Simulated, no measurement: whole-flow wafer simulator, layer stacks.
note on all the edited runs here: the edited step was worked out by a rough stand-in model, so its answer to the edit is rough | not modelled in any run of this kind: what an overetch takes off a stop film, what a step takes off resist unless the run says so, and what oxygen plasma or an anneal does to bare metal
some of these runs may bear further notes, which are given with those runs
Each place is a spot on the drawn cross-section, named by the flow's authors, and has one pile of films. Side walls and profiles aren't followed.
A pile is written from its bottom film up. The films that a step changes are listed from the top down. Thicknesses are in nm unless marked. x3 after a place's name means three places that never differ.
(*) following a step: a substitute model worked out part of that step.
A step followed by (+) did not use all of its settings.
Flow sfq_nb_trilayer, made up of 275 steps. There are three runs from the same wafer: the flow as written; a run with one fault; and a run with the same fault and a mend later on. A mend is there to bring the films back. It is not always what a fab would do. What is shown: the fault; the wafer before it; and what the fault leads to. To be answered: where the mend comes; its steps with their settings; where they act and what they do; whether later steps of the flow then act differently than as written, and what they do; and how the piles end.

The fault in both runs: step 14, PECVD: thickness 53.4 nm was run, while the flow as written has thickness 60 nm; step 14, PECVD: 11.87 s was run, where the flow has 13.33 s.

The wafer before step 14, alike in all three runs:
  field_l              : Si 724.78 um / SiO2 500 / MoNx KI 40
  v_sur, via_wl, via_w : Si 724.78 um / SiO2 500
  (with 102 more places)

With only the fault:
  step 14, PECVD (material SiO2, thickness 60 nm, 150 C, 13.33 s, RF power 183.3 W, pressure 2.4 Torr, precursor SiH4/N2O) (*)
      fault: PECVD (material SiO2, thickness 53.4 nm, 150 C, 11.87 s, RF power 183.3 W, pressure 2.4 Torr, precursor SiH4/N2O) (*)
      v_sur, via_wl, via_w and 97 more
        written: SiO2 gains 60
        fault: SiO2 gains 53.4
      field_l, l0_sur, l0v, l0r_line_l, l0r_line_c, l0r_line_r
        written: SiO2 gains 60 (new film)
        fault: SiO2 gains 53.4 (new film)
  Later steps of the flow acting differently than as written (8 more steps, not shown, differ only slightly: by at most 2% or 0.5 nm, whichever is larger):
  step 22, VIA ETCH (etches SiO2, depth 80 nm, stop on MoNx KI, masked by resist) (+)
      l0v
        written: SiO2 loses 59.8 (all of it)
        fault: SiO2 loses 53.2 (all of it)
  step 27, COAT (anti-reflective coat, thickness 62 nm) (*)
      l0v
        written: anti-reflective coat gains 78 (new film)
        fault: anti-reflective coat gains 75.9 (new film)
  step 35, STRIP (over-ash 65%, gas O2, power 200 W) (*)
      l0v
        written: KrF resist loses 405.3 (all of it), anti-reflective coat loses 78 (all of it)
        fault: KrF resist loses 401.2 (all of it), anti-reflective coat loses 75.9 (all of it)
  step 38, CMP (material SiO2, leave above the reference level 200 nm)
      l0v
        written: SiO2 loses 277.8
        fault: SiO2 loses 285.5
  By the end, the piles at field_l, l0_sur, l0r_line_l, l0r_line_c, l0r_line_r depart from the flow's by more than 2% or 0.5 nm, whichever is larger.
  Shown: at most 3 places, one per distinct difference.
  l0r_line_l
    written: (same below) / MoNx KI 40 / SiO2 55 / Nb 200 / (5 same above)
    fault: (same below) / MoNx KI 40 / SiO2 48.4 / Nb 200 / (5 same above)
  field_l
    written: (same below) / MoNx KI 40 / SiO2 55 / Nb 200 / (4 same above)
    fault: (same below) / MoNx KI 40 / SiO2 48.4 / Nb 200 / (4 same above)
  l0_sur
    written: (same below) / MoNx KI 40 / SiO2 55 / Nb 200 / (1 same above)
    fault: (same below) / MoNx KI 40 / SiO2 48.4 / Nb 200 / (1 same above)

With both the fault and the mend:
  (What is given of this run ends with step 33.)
  The mend stands after step 14.
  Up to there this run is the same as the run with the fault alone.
  step 14a, PECVD (material SiO2, thickness 6.6 nm, 150 C, 1.467 s, RF power 183.3 W, pressure 2.4 Torr, precursor SiH4/N2O) (the flow's step 14, run once more with other settings)
      field_l, v_sur, via_wl and 103 more
        SiO2 gains 6.6
  None of the later steps of the flow up to step 33 differs from how it acts as written, at any place that is followed, by more than 2% or 0.5 nm, whichever is larger.
  Once step 33 is done, the piles equal the flow's at every place that both follow.
